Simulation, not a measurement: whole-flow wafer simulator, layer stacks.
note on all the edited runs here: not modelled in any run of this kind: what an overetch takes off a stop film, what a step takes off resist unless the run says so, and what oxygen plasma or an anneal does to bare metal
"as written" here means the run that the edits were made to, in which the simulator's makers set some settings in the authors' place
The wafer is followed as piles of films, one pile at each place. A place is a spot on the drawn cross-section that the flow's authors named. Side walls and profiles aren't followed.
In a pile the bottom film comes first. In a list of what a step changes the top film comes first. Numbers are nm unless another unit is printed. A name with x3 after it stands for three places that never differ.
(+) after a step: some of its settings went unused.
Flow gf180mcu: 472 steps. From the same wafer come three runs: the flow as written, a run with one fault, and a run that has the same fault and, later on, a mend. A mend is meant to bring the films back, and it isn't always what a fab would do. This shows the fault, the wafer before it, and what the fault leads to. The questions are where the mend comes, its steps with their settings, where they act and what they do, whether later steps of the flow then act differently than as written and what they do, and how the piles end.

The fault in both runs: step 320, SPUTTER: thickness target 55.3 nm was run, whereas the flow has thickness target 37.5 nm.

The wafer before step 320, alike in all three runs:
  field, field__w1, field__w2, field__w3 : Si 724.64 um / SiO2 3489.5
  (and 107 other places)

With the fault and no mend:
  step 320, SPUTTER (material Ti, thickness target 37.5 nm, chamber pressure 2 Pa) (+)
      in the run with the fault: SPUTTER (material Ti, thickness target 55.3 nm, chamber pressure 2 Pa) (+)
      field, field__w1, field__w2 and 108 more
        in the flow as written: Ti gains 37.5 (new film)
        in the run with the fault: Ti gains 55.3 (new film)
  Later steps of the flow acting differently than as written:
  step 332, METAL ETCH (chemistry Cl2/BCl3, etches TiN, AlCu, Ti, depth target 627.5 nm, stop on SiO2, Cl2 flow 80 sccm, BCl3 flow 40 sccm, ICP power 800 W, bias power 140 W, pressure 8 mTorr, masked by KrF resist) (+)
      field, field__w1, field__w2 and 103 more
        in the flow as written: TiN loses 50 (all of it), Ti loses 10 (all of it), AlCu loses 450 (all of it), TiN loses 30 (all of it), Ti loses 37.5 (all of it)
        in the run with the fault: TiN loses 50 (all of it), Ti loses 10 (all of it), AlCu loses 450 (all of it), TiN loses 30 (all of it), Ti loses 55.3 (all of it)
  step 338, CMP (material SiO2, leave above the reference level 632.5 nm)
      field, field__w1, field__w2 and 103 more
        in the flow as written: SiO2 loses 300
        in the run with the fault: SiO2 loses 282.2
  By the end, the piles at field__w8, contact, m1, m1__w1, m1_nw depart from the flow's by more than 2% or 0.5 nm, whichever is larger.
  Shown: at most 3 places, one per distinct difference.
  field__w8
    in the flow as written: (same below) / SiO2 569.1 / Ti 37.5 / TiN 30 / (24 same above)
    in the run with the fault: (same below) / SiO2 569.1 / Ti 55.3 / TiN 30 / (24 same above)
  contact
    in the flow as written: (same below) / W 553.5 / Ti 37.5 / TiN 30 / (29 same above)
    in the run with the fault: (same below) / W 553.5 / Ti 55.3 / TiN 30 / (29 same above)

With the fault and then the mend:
  The mend stands after step 320.
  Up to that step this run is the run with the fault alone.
  step 320a, METAL ETCH (chemistry Cl2/BCl3, etches TiN, AlCu, Ti, depth target 17.8 nm, Cl2 flow 80 sccm, BCl3 flow 40 sccm, ICP power 800 W, bias power 140 W, pressure 8 mTorr) (the flow's step 260, run once more with other settings)
      field, field__w1, field__w2 and 108 more
        Ti loses 17.8
  None of the later steps of the flow acts differently than as written at any place that is followed.
  At every place that both follow, the piles at the end match the flow's.
